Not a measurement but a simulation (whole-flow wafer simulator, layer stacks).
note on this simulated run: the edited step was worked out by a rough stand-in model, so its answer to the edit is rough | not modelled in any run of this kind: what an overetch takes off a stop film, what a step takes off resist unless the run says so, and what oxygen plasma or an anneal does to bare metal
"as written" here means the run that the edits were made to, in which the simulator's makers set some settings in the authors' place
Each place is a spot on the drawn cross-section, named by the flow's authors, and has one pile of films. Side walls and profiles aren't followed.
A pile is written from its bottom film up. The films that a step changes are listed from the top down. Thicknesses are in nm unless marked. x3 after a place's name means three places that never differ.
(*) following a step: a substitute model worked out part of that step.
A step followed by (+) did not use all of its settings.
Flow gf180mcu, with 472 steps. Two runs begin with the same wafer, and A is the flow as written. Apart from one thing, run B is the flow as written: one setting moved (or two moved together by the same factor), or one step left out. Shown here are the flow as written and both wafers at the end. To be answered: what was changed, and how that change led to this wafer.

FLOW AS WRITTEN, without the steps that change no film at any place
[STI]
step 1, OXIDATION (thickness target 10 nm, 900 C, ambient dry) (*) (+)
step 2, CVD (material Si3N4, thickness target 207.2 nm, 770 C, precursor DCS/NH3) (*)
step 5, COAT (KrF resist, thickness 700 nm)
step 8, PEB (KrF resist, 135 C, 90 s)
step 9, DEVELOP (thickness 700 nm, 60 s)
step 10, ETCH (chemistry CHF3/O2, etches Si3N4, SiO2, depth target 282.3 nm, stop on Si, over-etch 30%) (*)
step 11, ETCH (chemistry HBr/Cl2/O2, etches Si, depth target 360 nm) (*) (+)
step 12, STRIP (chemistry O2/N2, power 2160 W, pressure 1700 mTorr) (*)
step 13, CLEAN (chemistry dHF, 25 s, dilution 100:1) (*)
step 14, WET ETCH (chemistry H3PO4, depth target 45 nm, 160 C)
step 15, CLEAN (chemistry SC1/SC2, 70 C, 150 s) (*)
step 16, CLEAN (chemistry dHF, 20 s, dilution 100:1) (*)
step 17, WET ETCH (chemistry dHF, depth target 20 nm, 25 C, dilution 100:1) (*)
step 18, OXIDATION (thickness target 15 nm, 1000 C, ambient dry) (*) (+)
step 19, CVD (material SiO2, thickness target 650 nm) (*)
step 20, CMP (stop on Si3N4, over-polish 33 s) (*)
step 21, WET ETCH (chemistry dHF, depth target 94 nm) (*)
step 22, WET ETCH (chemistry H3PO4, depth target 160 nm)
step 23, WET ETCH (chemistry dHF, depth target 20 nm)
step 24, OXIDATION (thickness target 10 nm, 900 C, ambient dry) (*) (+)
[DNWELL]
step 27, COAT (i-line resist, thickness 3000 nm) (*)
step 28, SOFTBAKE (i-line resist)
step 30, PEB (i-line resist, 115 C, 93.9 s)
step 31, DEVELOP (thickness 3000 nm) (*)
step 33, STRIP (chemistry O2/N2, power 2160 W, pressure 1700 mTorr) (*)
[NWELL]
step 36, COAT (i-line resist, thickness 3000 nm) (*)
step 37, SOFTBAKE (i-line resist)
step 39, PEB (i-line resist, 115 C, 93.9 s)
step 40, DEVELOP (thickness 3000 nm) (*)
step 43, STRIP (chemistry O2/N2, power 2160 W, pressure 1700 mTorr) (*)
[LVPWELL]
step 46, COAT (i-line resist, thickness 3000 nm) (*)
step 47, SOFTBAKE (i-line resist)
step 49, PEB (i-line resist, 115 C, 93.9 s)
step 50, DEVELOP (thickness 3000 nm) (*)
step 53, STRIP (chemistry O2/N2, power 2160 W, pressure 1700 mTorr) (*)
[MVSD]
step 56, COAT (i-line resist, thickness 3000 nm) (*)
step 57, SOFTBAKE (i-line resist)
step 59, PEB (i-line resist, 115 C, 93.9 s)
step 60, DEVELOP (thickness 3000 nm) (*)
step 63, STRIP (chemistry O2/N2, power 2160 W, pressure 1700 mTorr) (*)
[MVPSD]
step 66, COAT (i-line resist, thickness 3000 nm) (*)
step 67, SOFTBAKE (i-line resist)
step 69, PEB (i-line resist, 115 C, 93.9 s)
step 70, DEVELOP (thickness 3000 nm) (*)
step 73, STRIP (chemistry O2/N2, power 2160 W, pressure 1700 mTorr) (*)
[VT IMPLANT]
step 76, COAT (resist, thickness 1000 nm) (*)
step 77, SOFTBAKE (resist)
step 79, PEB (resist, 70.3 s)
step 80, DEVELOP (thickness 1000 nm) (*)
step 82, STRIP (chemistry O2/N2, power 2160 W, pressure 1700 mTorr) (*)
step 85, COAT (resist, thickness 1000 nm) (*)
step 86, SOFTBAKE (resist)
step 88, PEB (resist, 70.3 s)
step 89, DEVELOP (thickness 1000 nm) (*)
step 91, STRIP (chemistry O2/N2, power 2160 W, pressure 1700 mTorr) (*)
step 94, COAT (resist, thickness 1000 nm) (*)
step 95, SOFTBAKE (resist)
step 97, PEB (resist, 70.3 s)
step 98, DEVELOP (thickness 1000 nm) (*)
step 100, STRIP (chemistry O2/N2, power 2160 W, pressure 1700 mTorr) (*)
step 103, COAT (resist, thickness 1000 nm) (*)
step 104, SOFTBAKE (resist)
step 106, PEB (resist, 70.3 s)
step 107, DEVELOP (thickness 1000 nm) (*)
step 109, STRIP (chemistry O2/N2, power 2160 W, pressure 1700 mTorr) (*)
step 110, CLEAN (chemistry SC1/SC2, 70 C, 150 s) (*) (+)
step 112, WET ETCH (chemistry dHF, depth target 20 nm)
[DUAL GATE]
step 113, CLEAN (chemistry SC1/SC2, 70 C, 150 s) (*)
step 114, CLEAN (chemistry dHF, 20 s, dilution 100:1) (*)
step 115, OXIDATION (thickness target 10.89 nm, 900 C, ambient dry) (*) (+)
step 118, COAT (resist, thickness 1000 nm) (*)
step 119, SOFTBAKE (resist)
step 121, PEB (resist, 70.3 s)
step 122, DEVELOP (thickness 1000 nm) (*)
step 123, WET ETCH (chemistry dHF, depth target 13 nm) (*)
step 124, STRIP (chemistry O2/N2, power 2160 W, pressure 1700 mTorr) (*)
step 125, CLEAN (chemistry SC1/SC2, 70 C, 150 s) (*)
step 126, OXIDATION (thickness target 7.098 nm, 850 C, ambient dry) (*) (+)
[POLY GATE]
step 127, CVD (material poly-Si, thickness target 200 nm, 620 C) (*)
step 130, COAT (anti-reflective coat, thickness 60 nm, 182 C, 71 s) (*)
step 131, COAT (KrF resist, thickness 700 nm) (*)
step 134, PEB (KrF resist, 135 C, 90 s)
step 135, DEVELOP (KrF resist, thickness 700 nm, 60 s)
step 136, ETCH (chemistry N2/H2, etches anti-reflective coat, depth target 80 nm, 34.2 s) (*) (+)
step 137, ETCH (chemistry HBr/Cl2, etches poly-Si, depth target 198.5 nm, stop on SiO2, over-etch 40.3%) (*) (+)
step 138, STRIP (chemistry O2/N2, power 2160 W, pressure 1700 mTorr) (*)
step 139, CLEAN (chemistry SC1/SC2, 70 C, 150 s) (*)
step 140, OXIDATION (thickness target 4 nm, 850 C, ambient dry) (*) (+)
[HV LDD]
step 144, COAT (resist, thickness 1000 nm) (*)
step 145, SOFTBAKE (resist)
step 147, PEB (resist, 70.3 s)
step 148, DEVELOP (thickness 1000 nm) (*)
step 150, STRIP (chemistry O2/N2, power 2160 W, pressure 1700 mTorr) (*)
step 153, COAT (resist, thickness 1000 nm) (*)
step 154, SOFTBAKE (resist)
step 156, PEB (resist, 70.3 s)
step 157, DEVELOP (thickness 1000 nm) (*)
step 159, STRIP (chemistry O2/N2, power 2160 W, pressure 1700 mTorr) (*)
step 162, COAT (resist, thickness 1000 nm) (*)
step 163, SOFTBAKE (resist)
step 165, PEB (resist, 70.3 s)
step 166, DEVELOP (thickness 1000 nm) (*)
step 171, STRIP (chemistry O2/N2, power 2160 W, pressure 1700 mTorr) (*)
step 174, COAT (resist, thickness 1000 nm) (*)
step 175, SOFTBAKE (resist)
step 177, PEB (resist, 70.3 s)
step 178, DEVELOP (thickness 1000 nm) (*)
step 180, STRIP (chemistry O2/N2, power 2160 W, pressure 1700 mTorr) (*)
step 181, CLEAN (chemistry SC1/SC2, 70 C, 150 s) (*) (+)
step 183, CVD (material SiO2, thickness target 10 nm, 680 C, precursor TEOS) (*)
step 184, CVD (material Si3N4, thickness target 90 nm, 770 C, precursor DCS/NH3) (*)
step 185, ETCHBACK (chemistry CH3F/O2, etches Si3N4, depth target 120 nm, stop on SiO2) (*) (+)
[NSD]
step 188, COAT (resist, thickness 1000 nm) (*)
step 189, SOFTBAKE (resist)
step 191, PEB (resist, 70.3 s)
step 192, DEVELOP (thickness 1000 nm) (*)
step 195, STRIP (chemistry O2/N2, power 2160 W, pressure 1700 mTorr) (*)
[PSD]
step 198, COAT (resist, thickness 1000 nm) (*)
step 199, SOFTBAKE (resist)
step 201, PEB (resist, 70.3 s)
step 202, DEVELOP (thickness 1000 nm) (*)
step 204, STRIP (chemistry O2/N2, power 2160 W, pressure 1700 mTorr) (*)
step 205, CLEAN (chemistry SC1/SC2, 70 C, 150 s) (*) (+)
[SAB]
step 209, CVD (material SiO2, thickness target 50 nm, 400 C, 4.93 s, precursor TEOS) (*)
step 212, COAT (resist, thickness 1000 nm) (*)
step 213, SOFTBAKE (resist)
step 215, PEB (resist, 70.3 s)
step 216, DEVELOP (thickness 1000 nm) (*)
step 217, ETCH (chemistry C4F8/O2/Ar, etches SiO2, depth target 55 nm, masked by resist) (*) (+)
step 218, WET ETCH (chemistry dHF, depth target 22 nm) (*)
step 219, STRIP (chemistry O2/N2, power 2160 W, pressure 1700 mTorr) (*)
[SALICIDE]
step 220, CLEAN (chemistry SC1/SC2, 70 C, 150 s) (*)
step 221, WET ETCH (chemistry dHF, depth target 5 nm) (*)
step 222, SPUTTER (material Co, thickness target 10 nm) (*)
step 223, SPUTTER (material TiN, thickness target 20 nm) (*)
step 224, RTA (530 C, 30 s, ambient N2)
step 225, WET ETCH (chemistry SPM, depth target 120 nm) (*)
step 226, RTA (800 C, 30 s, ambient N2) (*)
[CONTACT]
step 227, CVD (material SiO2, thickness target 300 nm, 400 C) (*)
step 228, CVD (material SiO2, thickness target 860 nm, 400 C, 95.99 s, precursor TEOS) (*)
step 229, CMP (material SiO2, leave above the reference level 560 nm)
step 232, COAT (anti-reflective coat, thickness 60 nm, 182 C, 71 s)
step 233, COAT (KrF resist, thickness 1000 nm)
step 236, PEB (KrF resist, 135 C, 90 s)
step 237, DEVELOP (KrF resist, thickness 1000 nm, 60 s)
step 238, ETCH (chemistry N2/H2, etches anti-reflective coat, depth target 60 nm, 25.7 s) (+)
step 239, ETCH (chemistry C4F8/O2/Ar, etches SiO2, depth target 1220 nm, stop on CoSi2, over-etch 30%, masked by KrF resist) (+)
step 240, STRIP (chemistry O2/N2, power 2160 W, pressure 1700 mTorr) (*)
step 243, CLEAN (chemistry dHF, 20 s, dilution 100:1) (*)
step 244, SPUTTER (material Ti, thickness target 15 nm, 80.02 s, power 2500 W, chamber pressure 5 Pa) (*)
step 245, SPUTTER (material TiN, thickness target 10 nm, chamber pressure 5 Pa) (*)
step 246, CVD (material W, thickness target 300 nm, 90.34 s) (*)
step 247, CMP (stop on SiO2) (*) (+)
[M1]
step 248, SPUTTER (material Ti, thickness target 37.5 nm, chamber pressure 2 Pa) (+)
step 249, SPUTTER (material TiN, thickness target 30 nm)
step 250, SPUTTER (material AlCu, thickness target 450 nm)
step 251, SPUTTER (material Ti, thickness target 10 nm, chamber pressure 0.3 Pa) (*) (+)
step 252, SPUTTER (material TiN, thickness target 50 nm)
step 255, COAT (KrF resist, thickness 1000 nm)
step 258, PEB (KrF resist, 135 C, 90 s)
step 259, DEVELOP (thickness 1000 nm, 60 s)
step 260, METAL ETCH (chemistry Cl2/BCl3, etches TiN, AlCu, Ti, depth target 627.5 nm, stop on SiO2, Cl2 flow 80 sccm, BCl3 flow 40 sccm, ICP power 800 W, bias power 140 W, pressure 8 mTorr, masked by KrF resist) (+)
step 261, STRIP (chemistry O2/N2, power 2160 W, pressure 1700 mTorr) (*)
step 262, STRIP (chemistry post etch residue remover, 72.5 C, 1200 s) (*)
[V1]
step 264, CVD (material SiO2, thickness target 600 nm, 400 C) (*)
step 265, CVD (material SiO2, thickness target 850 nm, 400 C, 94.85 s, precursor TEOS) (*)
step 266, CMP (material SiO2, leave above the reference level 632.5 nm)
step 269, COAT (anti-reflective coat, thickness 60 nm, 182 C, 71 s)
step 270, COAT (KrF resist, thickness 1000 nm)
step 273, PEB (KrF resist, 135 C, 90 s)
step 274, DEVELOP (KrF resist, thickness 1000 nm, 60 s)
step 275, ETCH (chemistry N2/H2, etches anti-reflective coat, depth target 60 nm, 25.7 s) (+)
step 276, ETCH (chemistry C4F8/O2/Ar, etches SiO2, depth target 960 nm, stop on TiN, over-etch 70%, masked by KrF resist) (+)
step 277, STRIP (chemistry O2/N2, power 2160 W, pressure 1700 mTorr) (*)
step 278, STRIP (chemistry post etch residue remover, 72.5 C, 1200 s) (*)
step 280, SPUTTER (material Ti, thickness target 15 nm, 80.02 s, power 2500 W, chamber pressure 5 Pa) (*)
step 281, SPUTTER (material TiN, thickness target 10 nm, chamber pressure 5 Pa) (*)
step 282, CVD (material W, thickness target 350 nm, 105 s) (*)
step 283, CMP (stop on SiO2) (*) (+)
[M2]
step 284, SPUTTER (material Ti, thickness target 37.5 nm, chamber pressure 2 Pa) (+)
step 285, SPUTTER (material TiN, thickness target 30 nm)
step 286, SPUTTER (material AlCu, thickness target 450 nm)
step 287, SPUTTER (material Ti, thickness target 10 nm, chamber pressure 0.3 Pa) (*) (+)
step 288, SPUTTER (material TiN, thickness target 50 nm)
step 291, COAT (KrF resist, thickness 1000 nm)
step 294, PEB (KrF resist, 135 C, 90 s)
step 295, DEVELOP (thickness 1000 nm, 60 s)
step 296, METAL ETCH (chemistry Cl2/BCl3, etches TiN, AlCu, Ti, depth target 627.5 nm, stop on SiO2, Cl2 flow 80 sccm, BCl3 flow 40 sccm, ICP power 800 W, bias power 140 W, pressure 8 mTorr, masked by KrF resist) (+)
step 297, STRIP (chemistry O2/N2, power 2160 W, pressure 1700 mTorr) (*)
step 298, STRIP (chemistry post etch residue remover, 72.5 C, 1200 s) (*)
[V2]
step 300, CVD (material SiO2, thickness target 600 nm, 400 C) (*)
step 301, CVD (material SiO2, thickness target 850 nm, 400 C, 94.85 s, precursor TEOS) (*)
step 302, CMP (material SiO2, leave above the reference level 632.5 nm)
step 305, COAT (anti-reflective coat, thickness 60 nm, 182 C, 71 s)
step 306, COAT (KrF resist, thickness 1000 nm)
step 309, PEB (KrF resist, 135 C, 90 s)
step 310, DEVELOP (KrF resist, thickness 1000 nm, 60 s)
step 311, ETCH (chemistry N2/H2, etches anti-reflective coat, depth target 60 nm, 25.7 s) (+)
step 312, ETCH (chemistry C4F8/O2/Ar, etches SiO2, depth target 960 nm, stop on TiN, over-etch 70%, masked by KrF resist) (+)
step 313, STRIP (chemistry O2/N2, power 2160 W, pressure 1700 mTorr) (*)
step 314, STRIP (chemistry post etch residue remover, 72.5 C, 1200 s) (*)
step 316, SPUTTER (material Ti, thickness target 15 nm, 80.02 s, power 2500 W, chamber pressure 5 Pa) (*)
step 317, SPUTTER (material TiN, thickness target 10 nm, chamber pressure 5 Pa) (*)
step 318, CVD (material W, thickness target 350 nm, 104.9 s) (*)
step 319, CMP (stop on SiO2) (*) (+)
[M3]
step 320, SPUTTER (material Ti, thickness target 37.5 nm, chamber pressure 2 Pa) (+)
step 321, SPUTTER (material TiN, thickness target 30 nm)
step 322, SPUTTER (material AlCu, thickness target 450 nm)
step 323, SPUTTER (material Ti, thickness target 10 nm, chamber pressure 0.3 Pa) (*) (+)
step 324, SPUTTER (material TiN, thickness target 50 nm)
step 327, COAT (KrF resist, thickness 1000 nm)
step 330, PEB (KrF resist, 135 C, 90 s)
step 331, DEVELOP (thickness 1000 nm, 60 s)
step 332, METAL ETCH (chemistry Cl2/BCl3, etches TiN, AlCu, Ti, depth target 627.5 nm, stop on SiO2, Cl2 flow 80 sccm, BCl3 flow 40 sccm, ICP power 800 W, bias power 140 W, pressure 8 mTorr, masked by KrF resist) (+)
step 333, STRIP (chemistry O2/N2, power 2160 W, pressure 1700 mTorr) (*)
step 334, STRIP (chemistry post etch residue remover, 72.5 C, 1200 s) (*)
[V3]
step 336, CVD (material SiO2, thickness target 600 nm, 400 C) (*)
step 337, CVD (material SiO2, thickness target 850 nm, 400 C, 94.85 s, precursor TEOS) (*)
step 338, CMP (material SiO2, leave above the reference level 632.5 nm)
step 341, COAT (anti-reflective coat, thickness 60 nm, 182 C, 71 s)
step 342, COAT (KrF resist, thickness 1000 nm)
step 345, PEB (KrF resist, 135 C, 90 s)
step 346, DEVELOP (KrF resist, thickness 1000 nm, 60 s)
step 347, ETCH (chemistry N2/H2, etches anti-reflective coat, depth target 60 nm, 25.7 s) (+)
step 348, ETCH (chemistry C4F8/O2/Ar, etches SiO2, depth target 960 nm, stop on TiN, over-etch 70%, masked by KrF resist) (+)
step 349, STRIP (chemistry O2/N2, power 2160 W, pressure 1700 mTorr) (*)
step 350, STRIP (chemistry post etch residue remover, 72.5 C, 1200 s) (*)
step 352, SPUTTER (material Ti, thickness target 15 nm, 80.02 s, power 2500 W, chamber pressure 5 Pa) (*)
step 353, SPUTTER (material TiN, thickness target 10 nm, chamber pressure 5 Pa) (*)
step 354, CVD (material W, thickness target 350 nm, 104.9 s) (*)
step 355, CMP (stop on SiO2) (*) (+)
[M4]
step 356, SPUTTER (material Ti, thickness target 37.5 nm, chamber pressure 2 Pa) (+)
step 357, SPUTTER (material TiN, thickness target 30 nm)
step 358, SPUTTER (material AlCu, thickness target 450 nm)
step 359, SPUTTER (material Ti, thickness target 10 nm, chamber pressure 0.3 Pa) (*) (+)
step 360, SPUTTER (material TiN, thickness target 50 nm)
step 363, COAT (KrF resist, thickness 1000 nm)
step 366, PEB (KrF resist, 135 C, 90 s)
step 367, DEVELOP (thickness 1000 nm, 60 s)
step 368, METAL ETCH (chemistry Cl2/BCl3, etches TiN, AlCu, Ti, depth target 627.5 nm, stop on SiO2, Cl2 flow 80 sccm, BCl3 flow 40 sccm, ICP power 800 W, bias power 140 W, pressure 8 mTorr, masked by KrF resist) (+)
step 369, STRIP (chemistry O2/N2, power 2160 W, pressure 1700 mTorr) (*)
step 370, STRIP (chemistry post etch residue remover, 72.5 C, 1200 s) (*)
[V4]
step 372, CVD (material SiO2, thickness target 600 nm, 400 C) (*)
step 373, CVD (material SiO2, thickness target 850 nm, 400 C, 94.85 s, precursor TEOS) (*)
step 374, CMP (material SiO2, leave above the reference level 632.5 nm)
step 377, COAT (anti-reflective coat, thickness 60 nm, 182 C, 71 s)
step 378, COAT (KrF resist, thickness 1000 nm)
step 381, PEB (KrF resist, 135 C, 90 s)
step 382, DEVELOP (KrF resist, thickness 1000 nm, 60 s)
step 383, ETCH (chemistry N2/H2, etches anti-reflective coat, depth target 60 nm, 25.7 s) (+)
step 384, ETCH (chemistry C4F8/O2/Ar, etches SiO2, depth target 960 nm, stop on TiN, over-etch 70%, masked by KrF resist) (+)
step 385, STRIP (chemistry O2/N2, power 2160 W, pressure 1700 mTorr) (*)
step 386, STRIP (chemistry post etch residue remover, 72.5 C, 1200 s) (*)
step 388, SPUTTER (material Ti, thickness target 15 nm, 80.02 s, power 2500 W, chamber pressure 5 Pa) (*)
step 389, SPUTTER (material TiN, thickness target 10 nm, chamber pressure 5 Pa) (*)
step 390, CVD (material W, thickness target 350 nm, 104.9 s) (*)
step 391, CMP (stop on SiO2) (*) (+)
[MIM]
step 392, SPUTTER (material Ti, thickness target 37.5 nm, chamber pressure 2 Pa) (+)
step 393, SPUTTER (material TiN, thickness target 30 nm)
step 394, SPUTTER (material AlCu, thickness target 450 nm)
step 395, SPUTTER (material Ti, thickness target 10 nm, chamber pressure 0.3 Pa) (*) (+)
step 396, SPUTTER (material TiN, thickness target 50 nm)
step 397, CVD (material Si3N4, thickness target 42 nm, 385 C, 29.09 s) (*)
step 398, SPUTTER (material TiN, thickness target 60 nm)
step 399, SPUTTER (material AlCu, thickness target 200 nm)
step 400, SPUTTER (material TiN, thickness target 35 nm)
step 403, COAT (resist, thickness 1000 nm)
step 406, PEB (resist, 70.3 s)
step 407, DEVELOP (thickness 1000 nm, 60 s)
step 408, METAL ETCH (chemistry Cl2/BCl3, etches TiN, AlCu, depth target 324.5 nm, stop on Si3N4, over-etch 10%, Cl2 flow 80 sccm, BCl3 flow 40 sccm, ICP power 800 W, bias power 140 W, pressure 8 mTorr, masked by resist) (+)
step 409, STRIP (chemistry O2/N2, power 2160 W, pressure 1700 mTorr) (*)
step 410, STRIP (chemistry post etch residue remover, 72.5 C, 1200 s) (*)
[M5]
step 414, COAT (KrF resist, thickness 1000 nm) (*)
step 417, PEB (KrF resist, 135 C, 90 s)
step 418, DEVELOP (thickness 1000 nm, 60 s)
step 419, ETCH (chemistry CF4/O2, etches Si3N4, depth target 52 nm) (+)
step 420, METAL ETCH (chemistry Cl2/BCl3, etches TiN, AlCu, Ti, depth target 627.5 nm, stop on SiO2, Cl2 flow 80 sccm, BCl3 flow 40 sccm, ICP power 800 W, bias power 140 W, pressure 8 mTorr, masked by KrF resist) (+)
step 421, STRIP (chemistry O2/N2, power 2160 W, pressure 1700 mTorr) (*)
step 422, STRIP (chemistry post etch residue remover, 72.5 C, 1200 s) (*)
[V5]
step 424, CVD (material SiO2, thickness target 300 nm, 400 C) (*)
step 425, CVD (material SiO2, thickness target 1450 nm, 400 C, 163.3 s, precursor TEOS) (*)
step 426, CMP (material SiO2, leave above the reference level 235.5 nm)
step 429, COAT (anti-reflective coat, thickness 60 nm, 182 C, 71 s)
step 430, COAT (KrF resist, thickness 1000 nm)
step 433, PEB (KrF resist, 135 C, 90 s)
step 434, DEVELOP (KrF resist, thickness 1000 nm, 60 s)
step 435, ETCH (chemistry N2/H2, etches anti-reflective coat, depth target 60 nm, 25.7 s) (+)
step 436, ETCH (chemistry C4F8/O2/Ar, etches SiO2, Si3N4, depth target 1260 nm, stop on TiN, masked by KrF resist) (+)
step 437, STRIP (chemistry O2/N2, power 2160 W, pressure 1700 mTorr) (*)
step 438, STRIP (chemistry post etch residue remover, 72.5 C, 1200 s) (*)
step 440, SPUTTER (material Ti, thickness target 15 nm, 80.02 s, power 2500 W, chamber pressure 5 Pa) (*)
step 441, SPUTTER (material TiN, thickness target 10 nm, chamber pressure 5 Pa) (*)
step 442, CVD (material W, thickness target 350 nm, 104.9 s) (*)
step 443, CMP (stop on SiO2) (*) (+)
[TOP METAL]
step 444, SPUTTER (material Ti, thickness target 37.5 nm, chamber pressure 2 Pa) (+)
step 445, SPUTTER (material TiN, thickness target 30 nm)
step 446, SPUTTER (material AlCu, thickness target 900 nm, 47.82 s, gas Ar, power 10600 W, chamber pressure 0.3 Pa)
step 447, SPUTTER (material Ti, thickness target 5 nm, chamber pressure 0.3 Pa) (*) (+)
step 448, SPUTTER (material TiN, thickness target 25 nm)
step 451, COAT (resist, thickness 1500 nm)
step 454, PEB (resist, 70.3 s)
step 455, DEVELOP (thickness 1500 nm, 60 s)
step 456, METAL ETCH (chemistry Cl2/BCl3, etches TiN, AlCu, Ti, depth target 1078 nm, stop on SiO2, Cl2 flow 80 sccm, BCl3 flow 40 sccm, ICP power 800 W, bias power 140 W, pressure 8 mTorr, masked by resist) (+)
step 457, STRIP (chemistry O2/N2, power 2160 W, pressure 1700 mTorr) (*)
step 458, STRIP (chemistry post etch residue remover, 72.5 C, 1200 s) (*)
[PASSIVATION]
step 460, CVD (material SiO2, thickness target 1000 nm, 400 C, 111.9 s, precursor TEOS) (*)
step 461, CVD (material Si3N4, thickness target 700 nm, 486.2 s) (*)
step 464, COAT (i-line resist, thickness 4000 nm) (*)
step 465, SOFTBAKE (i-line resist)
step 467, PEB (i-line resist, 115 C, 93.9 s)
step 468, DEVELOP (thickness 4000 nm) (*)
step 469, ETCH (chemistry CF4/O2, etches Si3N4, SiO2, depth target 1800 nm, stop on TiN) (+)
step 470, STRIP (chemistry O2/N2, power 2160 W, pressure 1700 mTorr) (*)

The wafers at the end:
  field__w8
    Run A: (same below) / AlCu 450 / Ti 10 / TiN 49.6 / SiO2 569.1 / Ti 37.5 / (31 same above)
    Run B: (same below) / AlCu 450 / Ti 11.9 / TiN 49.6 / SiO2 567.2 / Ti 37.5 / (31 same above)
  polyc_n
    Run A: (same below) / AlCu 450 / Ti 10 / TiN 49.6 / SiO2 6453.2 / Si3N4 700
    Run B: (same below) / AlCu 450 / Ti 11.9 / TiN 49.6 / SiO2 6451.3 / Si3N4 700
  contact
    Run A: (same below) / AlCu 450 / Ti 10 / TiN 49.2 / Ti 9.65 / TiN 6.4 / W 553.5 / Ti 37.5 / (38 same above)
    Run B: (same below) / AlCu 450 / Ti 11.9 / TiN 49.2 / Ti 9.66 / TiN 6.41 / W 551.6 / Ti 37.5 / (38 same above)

What caused this: step 251, SPUTTER: thickness target 11.9 nm was run, while the flow as written has thickness target 10 nm.
One can read it off the wafer: field__w8 has Ti 11.9, and step 251 as written asks for 10 nm.

How this came from the change, step by step:
  step 251, SPUTTER (material Ti, thickness target 10 nm, chamber pressure 0.3 Pa) (*) (+)
      field, field__w1, field__w2 and 108 more: A +10 Ti (new film) | B +11.9 Ti (new film)
  step 260, METAL ETCH (chemistry Cl2/BCl3, etches TiN, AlCu, Ti, depth target 627.5 nm, stop on SiO2, Cl2 flow 80 sccm, BCl3 flow 40 sccm, ICP power 800 W, bias power 140 W, pressure 8 mTorr, masked by KrF resist) (+)
      field, field__w1, field__w2 and 99 more: A -50 TiN (all of it), -10 Ti (all of it), -450 AlCu (all of it), -30 TiN (all of it), -37.5 Ti (all of it) | B -50 TiN (all of it), -11.9 Ti (all of it), -450 AlCu (all of it), -30 TiN (all of it), -37.5 Ti (all of it)
